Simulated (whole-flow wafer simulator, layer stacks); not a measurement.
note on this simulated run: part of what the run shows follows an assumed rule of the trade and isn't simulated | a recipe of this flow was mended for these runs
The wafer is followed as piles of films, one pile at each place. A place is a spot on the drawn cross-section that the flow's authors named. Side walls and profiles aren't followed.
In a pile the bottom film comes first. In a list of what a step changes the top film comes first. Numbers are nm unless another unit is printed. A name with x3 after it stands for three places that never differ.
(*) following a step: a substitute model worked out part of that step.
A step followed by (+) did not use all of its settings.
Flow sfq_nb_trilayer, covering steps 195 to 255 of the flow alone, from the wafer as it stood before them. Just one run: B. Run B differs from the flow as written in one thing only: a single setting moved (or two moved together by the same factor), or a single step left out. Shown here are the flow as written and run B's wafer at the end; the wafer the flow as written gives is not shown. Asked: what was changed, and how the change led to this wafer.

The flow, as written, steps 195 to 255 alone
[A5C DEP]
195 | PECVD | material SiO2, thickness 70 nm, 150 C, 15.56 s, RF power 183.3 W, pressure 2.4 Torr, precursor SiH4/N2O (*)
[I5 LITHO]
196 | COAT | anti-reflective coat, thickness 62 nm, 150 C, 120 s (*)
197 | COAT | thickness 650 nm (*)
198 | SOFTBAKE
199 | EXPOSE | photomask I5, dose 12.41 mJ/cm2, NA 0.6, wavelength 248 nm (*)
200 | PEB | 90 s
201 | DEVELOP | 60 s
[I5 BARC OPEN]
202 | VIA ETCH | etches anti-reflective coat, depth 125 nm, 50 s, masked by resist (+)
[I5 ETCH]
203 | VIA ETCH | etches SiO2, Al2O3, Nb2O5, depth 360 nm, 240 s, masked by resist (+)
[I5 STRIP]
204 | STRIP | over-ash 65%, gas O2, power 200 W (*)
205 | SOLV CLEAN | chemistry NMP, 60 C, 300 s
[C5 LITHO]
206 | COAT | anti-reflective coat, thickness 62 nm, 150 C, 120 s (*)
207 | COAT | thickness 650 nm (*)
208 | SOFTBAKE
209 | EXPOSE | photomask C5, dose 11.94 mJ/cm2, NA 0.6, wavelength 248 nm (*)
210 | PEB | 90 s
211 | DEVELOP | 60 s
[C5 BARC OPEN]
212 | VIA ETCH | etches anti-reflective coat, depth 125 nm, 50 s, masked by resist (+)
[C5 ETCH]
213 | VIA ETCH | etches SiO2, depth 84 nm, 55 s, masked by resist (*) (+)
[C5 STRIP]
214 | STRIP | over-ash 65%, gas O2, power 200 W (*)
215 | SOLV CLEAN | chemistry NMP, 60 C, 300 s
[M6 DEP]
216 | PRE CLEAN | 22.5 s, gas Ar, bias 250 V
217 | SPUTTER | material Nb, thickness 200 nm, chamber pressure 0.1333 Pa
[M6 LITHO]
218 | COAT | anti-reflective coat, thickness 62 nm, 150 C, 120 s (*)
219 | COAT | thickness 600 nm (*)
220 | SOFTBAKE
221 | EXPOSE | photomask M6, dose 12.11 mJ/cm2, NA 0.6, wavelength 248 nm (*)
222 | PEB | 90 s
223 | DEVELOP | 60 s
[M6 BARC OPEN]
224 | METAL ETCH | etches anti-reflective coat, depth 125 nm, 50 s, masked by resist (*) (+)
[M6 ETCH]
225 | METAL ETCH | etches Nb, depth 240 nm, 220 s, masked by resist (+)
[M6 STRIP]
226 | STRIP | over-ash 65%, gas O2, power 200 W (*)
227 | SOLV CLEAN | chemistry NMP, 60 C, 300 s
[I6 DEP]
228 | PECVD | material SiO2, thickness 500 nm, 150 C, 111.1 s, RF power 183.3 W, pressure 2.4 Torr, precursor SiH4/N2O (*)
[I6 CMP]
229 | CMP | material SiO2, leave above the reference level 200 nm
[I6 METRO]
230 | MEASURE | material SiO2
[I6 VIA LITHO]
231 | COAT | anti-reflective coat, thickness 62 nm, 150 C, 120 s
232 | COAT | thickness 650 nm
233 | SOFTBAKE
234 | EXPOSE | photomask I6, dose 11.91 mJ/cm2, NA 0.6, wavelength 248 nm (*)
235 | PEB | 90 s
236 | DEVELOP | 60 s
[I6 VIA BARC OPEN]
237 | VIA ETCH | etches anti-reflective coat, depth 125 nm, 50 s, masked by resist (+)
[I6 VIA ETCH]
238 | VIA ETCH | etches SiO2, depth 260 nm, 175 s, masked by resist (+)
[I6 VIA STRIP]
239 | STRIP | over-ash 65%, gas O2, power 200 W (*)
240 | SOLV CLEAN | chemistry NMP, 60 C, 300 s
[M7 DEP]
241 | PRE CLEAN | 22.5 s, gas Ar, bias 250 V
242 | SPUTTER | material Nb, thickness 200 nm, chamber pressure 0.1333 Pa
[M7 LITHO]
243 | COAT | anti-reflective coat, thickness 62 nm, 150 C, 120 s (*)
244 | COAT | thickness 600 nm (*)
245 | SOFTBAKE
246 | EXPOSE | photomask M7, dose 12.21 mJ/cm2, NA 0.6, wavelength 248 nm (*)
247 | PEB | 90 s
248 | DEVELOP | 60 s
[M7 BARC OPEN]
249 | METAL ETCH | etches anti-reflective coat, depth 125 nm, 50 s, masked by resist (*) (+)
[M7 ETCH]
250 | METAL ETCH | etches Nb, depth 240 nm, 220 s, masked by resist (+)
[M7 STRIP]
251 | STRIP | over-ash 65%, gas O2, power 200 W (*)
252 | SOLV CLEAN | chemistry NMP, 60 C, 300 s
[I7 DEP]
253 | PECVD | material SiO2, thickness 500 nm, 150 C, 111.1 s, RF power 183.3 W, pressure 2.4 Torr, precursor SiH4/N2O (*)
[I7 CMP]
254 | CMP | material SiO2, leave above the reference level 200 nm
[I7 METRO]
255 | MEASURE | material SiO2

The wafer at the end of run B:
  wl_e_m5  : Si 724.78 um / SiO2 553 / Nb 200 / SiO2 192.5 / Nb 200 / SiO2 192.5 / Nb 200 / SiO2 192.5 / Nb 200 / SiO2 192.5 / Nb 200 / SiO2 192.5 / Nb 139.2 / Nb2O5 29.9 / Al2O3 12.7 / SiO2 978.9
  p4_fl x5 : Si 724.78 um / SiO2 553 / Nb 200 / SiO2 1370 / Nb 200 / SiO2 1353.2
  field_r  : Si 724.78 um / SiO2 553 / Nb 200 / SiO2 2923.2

What caused this: step 195, PECVD: 10.89 s was run, whereas the flow has 15.56 s.

How this came from the change, step by step:
  195 | PECVD | material SiO2, thickness 70 nm, 150 C, 15.56 s, RF power 183.3 W, pressure 2.4 Torr, precursor SiH4/N2O (*)
      field_l, v_sur, via_wl and 92 more: +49 SiO2 (in the flow as written it would be: +70 SiO2)
      ce_l, c5j, ce_r and 8 more: +49 SiO2 (new film) (in the flow as written it would be: +70 SiO2 (new film))
  196 | COAT | anti-reflective coat, thickness 62 nm, 150 C, 120 s (*)
      r5r_line_l, r5r_line_c, r5r_line_r: +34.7 anti-reflective coat (new film) (in the flow as written it would be: +35.5 anti-reflective coat (new film))
  203 | VIA ETCH | etches SiO2, Al2O3, Nb2O5, depth 360 nm, 240 s, masked by resist (+)
      be: -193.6 SiO2 (all of it), -12.7 Al2O3 (all of it), -29.9 Nb2O5 (all of it), -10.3 Nb (in the flow as written it would be: -214.5 SiO2 (all of it), -12.7 Al2O3 (all of it), -29.9 Nb2O5 (all of it), -8.57 Nb)
  204 | STRIP | over-ash 65%, gas O2, power 200 W (*)
      r5r_line_l, r5r_line_c, r5r_line_r: -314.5 KrF-resist-other-grade (all of it), -34.7 anti-reflective coat (all of it) (in the flow as written it would be: -314.5 KrF-resist-other-grade (all of it), -35.5 anti-reflective coat (all of it))
  206 | COAT | anti-reflective coat, thickness 62 nm, 150 C, 120 s (*)
      r5r_line_l, r5r_line_c, r5r_line_r: +34.7 anti-reflective coat (new film) (in the flow as written it would be: +35.5 anti-reflective coat (new film))
      be: +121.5 anti-reflective coat (new film) (in the flow as written it would be: +124.3 anti-reflective coat (new film))
  213 | VIA ETCH | etches SiO2, depth 84 nm, 55 s, masked by resist (*) (+)
      c5j: -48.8 SiO2 (all of it), -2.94 Nb (in the flow as written it would be: -69.7 SiO2 (all of it), -1.19 Nb)
      res: -48.7 SiO2 (all of it), -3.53 Ti (in the flow as written it would be: -69.7 SiO2 (all of it), -1.43 Ti)
  214 | STRIP | over-ash 65%, gas O2, power 200 W (*)
      r5r_line_l, r5r_line_c, r5r_line_r: -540 KrF-resist-other-grade (all of it), -34.7 anti-reflective coat (all of it) (in the flow as written it would be: -540 KrF-resist-other-grade (all of it), -35.5 anti-reflective coat (all of it))
      be: -691.7 KrF-resist-other-grade (all of it), -121.5 anti-reflective coat (all of it) (in the flow as written it would be: -705.8 KrF-resist-other-grade (all of it), -124.3 anti-reflective coat (all of it))
  217 | SPUTTER | material Nb, thickness 200 nm, chamber pressure 0.1333 Pa
      be: +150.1 Nb (in the flow as written it would be: +145.8 Nb)
      c5j: +194.1 Nb (in the flow as written it would be: +188.4 Nb)
  218 | COAT | anti-reflective coat, thickness 62 nm, 150 C, 120 s (*)
      be: +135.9 anti-reflective coat (new film) (in the flow as written it would be: +139.6 anti-reflective coat (new film))
      jj_sur: +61 anti-reflective coat (new film) (in the flow as written it would be: +57.9 anti-reflective coat (new film))
      (also at 7 further places)
  219 | COAT | thickness 600 nm (*)
      be: +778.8 KrF-resist-other-grade (new film) (in the flow as written it would be: +795.2 KrF-resist-other-grade (new film))
  226 | STRIP | over-ash 65%, gas O2, power 200 W (*)
      be: -543 KrF-resist-other-grade (all of it), -135.9 anti-reflective coat (all of it) (in the flow as written it would be: -559.4 KrF-resist-other-grade (all of it), -139.6 anti-reflective coat (all of it))
      jj_sur: -360.8 KrF-resist-other-grade (all of it), -61 anti-reflective coat (all of it) (in the flow as written it would be: -361.7 KrF-resist-other-grade (all of it), -57.9 anti-reflective coat (all of it))
      (also at 7 further places)
  228 | PECVD | material SiO2, thickness 500 nm, 150 C, 111.1 s, RF power 183.3 W, pressure 2.4 Torr, precursor SiH4/N2O (*)
      be: +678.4 SiO2 (new film) (in the flow as written it would be: +702 SiO2 (new film))
      c5j: +500 SiO2 (new film) (in the flow as written it would be: +514.7 SiO2 (new film))
  229 | CMP | material SiO2, leave above the reference level 200 nm
      c5j: -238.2 SiO2 (in the flow as written it would be: -228 SiO2)
      res: -301.9 SiO2 (in the flow as written it would be: -279.3 SiO2)
